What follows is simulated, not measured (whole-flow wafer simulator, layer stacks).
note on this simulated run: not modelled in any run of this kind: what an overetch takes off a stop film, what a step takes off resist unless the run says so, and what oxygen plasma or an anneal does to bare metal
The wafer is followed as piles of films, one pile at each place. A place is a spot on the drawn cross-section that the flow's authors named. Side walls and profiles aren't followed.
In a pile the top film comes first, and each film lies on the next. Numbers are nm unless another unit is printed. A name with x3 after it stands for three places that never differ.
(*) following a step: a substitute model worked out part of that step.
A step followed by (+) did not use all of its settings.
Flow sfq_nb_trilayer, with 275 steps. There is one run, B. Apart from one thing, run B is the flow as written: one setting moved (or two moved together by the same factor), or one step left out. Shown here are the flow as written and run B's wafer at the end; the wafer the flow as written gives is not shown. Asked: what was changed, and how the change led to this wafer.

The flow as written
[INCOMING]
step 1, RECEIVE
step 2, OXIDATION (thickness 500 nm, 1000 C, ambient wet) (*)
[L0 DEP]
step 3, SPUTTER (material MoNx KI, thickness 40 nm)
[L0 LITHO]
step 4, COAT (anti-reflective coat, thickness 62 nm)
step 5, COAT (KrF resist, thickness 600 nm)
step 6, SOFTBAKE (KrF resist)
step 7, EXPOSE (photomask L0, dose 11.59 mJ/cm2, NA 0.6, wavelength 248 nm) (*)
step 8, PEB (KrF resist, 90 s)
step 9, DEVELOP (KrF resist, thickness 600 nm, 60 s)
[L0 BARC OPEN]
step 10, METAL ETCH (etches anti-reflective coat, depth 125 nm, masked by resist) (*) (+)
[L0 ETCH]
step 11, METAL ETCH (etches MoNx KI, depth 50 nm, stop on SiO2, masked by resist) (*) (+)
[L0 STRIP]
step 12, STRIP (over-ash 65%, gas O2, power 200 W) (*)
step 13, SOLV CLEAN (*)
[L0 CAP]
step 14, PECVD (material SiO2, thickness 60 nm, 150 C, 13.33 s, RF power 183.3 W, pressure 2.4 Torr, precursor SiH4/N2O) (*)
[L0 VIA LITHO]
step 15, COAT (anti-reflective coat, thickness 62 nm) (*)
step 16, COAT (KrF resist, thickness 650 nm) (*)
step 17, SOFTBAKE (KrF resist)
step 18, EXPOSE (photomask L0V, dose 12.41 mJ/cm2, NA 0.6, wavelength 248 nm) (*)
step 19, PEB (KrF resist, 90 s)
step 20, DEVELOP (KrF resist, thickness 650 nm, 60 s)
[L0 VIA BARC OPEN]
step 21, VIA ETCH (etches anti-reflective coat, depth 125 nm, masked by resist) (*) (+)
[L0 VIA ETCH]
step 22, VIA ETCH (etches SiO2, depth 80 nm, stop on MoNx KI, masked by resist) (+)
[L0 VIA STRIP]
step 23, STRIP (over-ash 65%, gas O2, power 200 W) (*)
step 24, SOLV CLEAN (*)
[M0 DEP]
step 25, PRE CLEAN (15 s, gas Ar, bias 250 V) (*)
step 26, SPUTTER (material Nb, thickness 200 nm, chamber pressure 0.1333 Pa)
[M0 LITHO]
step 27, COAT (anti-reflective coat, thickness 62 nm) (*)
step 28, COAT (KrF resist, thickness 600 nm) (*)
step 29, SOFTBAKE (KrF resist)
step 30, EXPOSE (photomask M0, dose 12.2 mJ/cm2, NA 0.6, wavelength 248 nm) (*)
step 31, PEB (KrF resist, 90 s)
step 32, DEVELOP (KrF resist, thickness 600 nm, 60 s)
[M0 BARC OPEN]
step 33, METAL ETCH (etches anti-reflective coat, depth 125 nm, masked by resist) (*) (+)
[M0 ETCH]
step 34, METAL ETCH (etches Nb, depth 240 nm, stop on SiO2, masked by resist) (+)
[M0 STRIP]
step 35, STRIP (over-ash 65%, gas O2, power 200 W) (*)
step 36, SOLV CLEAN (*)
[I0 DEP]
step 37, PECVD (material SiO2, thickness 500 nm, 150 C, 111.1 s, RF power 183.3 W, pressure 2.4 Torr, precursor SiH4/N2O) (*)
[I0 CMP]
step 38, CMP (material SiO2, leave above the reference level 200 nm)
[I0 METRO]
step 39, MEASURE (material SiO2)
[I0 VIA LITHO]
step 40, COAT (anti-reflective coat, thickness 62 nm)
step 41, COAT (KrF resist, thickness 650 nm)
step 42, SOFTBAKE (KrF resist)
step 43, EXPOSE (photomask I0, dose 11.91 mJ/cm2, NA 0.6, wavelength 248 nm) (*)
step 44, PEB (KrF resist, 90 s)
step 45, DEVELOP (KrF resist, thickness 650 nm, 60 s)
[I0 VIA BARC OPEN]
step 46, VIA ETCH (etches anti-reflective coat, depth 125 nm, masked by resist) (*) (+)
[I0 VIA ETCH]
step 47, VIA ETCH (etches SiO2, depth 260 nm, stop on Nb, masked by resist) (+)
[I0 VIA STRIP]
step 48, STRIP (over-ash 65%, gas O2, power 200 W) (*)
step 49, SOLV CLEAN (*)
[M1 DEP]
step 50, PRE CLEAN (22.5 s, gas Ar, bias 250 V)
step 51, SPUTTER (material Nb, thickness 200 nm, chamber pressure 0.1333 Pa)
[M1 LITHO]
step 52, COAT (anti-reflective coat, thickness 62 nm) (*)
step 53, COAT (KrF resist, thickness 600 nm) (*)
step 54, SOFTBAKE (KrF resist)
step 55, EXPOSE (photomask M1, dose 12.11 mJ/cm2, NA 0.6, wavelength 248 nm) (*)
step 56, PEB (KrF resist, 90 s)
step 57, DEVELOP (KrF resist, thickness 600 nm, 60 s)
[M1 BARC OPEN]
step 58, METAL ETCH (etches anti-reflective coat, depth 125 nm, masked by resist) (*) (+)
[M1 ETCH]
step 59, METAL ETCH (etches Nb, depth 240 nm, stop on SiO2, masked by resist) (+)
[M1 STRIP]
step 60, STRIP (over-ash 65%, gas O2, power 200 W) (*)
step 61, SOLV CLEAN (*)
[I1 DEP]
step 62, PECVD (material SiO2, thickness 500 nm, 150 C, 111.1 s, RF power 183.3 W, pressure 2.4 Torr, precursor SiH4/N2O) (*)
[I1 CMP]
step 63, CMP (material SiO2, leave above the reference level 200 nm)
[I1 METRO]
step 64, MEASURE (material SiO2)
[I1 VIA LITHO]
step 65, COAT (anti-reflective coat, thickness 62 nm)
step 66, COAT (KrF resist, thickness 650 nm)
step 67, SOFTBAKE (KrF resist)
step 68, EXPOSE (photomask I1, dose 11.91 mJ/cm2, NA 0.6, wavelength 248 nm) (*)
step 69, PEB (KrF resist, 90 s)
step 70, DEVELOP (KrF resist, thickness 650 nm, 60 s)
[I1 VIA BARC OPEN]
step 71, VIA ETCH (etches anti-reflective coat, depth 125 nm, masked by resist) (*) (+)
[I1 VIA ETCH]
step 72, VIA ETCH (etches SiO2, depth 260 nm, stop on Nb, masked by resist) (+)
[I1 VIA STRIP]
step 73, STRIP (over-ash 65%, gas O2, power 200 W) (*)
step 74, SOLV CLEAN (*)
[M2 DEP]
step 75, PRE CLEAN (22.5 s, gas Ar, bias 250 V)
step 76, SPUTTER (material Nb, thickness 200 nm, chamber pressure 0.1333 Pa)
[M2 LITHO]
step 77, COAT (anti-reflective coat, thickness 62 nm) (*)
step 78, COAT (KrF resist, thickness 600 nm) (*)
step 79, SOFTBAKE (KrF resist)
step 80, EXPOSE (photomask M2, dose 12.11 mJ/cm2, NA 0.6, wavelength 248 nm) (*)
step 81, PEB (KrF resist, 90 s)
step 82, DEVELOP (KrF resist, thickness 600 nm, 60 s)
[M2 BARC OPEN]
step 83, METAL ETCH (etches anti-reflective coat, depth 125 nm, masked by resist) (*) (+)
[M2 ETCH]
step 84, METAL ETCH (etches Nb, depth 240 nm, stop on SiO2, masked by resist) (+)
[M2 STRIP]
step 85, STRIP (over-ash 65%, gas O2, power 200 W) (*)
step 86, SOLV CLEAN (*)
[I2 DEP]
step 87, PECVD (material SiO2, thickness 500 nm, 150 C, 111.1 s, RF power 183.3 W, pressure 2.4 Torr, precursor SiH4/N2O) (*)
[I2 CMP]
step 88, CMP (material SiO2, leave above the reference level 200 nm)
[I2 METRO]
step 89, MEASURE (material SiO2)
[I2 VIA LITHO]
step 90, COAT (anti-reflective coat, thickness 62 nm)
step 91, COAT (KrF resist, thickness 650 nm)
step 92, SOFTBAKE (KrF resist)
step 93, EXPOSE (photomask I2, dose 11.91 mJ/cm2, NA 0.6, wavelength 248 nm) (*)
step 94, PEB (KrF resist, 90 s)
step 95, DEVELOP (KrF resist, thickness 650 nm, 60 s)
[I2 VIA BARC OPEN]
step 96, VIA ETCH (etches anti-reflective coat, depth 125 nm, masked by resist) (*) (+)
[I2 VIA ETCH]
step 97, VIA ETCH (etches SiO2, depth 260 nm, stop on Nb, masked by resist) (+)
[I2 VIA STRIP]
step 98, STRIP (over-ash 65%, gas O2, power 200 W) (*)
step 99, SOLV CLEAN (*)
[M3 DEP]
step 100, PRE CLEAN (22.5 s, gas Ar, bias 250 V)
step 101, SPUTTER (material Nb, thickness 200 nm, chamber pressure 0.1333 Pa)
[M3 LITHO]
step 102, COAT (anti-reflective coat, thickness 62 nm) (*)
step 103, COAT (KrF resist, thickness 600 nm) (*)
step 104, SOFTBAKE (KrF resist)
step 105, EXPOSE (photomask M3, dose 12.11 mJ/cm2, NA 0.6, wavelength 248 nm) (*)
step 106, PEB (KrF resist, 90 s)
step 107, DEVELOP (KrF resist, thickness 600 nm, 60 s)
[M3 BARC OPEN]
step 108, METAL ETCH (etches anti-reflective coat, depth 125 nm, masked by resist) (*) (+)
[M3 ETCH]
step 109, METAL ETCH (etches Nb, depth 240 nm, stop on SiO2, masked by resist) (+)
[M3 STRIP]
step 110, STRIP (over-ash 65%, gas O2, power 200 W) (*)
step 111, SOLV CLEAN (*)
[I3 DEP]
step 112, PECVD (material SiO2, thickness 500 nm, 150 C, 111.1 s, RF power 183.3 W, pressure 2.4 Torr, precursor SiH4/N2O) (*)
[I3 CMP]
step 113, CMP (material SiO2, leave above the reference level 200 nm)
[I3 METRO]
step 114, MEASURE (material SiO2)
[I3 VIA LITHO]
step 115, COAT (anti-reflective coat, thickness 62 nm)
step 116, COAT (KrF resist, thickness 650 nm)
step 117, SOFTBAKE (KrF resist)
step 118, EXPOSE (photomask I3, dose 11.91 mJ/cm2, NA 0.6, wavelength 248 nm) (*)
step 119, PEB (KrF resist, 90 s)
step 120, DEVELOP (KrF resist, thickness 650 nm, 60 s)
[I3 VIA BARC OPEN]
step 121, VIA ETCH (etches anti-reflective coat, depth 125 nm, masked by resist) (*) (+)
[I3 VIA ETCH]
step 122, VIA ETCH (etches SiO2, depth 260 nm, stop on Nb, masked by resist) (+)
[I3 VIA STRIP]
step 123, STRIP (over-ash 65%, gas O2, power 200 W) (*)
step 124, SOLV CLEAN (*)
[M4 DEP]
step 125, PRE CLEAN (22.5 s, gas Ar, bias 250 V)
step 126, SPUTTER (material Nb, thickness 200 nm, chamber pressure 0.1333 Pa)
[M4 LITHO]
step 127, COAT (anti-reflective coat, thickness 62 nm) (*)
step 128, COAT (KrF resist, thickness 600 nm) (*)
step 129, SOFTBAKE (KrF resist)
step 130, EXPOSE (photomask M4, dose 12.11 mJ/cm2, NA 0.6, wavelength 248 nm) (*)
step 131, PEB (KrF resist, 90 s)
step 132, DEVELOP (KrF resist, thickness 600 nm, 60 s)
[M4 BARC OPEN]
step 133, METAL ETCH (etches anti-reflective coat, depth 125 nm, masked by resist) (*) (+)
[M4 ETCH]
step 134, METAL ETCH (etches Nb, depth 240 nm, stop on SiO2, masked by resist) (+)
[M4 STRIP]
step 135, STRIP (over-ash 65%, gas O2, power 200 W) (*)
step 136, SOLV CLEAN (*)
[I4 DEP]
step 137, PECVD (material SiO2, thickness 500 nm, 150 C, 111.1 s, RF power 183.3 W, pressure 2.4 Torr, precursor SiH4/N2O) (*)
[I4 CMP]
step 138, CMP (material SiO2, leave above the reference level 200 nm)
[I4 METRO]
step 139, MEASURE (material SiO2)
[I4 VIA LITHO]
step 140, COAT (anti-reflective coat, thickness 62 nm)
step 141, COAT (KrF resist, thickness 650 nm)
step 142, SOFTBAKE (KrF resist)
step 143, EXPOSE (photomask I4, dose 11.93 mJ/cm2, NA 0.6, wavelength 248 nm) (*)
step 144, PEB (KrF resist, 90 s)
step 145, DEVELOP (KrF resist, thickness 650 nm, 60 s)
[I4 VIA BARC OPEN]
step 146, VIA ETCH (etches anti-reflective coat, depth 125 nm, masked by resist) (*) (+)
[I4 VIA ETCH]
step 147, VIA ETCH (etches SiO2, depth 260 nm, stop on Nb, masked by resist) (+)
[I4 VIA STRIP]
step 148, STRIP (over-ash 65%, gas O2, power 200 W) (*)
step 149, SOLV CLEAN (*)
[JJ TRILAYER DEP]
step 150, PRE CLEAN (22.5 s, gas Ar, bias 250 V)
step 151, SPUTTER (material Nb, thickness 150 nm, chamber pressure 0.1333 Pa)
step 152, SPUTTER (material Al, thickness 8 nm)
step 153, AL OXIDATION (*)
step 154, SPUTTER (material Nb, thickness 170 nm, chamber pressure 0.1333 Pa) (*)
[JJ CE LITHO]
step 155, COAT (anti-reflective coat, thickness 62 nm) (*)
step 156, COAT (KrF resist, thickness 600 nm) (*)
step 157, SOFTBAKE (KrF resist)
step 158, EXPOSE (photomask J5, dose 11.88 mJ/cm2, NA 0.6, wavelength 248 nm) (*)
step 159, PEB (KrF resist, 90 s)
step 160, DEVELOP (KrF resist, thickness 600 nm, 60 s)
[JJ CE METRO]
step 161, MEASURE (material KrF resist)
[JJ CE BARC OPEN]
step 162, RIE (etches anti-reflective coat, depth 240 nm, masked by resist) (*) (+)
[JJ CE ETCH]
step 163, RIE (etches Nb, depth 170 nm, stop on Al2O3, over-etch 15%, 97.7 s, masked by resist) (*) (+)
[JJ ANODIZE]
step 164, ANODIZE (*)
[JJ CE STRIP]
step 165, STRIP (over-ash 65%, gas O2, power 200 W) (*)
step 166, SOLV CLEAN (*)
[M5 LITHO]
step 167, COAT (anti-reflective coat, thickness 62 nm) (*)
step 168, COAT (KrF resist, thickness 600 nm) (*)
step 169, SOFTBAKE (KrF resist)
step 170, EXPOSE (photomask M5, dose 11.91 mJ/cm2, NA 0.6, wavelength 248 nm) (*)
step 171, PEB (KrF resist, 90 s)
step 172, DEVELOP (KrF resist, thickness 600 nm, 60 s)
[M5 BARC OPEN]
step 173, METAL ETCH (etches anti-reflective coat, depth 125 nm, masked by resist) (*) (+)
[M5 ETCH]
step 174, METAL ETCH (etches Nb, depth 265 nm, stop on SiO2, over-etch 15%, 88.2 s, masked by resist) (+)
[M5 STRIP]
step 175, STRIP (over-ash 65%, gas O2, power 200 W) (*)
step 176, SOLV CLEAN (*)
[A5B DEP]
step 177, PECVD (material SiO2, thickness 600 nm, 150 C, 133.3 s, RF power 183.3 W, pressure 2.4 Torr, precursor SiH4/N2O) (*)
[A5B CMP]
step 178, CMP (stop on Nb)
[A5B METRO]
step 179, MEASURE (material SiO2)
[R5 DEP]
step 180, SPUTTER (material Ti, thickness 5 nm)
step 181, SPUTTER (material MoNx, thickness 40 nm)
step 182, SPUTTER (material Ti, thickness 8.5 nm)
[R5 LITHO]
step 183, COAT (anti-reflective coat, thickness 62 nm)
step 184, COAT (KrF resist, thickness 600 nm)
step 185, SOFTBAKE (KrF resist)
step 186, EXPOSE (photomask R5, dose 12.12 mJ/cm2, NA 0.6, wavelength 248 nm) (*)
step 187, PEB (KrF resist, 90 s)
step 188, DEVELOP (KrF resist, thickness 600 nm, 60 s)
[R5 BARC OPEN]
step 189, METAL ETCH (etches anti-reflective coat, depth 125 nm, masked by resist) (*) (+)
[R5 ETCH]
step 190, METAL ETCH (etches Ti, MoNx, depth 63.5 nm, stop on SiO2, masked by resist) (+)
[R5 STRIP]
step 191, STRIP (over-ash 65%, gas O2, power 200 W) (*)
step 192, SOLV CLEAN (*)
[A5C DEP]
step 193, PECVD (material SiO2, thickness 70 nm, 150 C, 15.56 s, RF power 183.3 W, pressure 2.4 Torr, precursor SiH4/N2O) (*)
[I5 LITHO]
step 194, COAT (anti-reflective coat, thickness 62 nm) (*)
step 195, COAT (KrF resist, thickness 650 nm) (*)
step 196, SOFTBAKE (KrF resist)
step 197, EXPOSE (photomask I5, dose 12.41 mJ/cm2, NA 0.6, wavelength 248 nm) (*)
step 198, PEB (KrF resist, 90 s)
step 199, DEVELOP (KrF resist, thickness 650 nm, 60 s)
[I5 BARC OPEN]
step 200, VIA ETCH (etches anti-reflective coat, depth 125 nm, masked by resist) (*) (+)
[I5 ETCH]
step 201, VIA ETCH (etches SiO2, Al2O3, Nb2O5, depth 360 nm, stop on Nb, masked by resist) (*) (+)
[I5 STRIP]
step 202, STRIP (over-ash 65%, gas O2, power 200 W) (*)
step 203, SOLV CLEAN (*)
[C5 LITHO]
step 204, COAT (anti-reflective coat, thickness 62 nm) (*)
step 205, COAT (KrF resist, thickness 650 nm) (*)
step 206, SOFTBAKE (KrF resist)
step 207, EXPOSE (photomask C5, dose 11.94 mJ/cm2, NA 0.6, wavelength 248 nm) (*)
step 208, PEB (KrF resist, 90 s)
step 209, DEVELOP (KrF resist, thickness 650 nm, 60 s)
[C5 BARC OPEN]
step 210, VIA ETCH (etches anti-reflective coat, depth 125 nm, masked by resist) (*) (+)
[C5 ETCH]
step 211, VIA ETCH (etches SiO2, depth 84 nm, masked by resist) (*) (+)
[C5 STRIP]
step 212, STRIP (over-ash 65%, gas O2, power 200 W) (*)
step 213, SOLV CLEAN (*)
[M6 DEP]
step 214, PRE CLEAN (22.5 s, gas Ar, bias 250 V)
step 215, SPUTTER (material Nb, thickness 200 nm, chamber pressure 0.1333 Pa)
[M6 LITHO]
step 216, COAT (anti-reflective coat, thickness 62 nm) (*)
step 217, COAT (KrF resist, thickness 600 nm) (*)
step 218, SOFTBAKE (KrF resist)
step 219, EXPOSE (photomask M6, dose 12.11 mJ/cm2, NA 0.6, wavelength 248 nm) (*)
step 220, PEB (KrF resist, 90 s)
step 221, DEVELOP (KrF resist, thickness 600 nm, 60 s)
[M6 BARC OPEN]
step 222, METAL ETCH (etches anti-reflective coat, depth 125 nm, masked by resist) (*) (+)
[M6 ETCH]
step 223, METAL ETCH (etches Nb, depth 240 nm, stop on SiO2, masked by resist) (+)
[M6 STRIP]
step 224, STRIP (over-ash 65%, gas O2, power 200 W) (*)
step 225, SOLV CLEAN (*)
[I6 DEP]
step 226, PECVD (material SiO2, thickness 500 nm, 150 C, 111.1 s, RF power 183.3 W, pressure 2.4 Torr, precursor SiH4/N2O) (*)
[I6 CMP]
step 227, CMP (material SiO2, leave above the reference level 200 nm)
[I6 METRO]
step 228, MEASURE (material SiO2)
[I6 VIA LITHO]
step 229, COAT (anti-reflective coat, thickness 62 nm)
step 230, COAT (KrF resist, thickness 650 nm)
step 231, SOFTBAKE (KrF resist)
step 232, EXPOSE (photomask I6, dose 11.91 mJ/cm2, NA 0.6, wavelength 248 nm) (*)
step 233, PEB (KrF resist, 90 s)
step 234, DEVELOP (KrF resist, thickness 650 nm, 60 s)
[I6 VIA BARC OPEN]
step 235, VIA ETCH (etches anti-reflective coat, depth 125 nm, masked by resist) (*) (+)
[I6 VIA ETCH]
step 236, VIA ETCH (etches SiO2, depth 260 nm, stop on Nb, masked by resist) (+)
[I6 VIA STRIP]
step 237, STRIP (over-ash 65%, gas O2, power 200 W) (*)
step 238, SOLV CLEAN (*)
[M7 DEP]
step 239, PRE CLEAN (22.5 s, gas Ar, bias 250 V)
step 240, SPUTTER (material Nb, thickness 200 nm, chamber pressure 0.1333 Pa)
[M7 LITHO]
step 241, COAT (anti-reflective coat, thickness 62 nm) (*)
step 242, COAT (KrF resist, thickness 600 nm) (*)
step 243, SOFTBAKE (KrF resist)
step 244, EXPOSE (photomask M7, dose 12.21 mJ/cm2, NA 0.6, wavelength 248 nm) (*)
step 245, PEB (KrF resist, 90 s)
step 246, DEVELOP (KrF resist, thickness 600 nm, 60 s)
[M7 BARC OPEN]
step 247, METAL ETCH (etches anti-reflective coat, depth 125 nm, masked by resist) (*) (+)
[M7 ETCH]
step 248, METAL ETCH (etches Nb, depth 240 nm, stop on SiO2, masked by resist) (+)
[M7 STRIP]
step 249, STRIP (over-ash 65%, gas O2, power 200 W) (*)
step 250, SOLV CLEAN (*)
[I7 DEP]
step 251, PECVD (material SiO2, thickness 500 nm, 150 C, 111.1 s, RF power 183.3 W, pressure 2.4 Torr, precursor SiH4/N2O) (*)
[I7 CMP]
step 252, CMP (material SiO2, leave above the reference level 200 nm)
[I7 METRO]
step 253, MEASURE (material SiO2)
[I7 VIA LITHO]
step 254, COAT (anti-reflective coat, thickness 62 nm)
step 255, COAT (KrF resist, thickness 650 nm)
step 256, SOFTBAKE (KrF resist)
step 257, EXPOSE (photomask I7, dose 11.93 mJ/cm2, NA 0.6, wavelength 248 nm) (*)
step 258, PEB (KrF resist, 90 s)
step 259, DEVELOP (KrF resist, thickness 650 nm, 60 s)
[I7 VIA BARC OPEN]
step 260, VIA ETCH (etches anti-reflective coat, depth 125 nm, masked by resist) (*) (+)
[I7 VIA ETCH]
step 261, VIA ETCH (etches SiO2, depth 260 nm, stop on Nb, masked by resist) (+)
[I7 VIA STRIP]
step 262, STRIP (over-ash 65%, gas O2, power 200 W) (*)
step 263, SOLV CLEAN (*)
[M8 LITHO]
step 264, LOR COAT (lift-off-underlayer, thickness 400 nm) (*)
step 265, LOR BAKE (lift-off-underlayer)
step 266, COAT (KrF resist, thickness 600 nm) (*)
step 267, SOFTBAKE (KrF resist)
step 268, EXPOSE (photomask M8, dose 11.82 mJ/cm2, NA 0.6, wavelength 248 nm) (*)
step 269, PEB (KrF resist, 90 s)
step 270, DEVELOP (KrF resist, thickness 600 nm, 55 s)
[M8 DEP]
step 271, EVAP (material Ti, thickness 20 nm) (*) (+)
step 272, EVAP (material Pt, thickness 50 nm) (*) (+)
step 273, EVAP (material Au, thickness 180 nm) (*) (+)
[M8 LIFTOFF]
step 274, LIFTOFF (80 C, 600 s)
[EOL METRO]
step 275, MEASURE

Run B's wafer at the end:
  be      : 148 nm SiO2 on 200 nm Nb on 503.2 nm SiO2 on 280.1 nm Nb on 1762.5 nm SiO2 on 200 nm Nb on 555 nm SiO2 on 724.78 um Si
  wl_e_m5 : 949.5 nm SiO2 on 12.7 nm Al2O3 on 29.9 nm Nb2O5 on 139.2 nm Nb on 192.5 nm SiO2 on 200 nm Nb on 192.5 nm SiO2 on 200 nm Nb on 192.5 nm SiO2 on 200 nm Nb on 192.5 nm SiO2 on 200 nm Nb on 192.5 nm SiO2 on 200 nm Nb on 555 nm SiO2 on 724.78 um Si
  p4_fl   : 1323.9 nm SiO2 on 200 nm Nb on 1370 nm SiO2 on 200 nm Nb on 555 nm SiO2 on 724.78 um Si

Cause: step 252, CMP: leave above the reference level 148 nm was run, though the flow has leave above the reference level 200 nm.
The wafer lets one read it off: be has SiO2 148, and step 252 as written asks for 200 nm.

Step by step, how the change led to this:
  step 252, CMP (material SiO2, leave above the reference level 200 nm)
      field_l, p4_fl, p4_fm and 56 more: -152 SiO2 (in the flow as written it would be: -100 SiO2)
      v_sur, via_wl, via_w and 37 more: -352 SiO2 (in the flow as written it would be: -300 SiO2)
      (and at 7 other places as well)
  step 261, VIA ETCH (etches SiO2, depth 260 nm, stop on Nb, masked by resist) (+)
      field_l, v_sur, via_sp and 100 more: -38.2 KrF resist (in the flow as written it would be: -44.8 KrF resist)
      via_wl, via_w, via_wr: -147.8 SiO2 (all of it) (in the flow as written it would be: -199.8 SiO2 (all of it))
  step 264, LOR COAT (lift-off-underlayer, thickness 400 nm) (*)
      via_wl, via_wr: +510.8 lift-off-underlayer (new film) (in the flow as written it would be: +549.8 lift-off-underlayer (new film))
      v_sur: +377.4 lift-off-underlayer (new film) (in the flow as written it would be: +369.4 lift-off-underlayer (new film))
      (and at 1 other place as well)
  step 270, DEVELOP (KrF resist, thickness 600 nm, 55 s)
      v_sur: -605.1 KrF resist (all of it), -377.4 lift-off-underlayer (all of it) (in the flow as written it would be: -607.3 KrF resist (all of it), -369.4 lift-off-underlayer (all of it))
      via_wl: -617.3 KrF resist (all of it), -510.8 lift-off-underlayer (all of it) (in the flow as written it would be: -623.9 KrF resist (all of it), -549.8 lift-off-underlayer (all of it))
      (and at 2 other places as well)
